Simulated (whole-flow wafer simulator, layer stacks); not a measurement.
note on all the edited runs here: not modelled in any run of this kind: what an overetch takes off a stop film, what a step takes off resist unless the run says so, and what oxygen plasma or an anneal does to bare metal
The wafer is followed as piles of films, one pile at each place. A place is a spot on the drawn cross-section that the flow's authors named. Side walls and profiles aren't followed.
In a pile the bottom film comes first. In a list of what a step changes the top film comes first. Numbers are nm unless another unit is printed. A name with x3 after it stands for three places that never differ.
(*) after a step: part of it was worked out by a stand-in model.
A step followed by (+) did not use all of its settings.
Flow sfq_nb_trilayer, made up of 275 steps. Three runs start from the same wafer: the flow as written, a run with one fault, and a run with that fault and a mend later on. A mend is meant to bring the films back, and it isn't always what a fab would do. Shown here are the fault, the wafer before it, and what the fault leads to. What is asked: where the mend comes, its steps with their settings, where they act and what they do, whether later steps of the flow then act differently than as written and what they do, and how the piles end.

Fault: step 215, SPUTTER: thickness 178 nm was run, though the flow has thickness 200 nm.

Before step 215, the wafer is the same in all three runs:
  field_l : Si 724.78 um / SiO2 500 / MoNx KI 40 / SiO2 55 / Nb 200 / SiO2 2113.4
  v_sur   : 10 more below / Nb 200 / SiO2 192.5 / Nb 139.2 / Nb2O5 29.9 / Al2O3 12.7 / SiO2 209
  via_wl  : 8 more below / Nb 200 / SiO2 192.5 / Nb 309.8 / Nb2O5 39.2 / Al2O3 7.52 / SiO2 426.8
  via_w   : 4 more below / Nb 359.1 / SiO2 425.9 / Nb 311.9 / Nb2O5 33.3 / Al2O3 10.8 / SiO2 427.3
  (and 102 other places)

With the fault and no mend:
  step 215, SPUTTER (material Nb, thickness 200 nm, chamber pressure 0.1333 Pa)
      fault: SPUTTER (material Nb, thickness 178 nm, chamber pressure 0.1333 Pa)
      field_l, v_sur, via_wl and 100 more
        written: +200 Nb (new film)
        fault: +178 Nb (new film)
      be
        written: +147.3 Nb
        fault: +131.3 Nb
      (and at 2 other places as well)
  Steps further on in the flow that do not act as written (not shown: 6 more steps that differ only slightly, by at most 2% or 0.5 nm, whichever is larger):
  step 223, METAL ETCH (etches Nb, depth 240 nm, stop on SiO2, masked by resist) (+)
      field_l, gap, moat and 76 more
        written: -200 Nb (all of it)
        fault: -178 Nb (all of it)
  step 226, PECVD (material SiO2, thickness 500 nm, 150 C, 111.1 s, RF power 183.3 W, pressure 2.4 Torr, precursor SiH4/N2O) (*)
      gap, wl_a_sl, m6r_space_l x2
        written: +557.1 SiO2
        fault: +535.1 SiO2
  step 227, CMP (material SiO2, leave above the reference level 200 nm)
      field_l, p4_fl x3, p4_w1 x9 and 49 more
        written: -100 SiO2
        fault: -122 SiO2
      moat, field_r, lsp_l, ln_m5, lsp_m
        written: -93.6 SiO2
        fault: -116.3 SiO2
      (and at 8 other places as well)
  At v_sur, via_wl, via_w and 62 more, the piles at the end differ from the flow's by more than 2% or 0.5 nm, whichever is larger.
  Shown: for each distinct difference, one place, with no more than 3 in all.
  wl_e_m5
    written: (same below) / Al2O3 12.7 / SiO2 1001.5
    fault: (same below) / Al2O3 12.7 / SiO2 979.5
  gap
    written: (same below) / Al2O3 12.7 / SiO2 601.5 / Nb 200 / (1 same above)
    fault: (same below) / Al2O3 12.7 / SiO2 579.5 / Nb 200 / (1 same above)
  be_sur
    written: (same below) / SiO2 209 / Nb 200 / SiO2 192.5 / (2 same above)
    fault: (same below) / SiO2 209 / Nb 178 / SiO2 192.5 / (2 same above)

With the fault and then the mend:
  After step 221 comes the mend.
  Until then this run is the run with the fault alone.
  step 221a, STRIP (over-ash 65%, gas O2, power 200 W) (*)
      ln_m5, p4_fl x3, p4_w1 x9 and 48 more
        -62 anti-reflective coat (all of it)
      field_r, lsp_m, lsp_r, l0_sur, l0v, wl_a_sl, wl_a_sr, wl_g_sr
        -61.9 anti-reflective coat (all of it)
      r5r_line_l, r5r_line_c, r5r_line_r
        -50 anti-reflective coat (all of it)
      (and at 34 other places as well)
  step 221b, SPUTTER (material Nb, thickness 22 nm, chamber pressure 0.1333 Pa) (the flow's step 215, run once more with other settings)
      field_l, v_sur, via_wl and 98 more
        +22 Nb
      ce_l, ce_r
        +21.2 Nb
      be
        +13.8 Nb
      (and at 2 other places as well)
  step 221c, COAT (anti-reflective coat, thickness 62 nm) (*) (the flow's step 216, run once more)
      ln_m5, p4_fl x3, p4_w1 x9 and 52 more
        +62 anti-reflective coat (new film)
      field_r, lsp_m, ln_m6 and 7 more
        +61.9 anti-reflective coat (new film)
      r5r_line_l, r5r_line_c, r5r_line_r
        +50.2 anti-reflective coat (new film)
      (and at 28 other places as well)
  step 221d, COAT (KrF resist, thickness 600 nm) (*) (the flow's step 217, run once more)
      lsp_r, l0_sur, p4_fl x3 and 44 more
        +600 KrF resist (new film)
      l0v, wl_b_m5, wl_b_sr and 13 more
        +599.9 KrF resist (new film)
      sp_r, wl_a_sr, wl_g_sr
        +599.7 KrF resist (new film)
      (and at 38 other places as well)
  step 221e, SOFTBAKE (KrF resist) (the flow's step 218, run once more)
      does not change any film at any place that is followed
  step 221f, EXPOSE (photomask M6, dose 12.11 mJ/cm2, NA 0.6, wavelength 248 nm) (*) (the flow's step 219, run once more)
      does not change any film at any place that is followed
  step 221g, PEB (KrF resist, 90 s) (the flow's step 220, run once more)
      field_l, v_sur, via_wl and 80 more
        -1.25 KrF resist
      moat, field_r, lsp_l, ln_m5, wl_jj, r5r_spacepad_l, r5r_spacepad_r
        -1.26 KrF resist
      via_v, wire, be_sur, gap
        -1.23 KrF resist
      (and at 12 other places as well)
  step 221h, DEVELOP (KrF resist, thickness 600 nm, 60 s) (the flow's step 221, run once more)
      l0_sur, p4_fl x3, p4_w1 x9 and 33 more
        -598.7 KrF resist (all of it)
      v_sur, via_wl, via_w and 24 more
        -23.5 KrF resist
      l0v, wl_b_sl, wl_b_m5 and 13 more
        -598.6 KrF resist (all of it)
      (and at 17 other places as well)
  Every later step of the flow that is run acts as written, at every place that is followed, to within 2% or 0.5 nm, whichever is larger.
  At the end the piles are close to the flow's at the places that both follow, differing by at most 2% or 0.5 nm, whichever is larger.
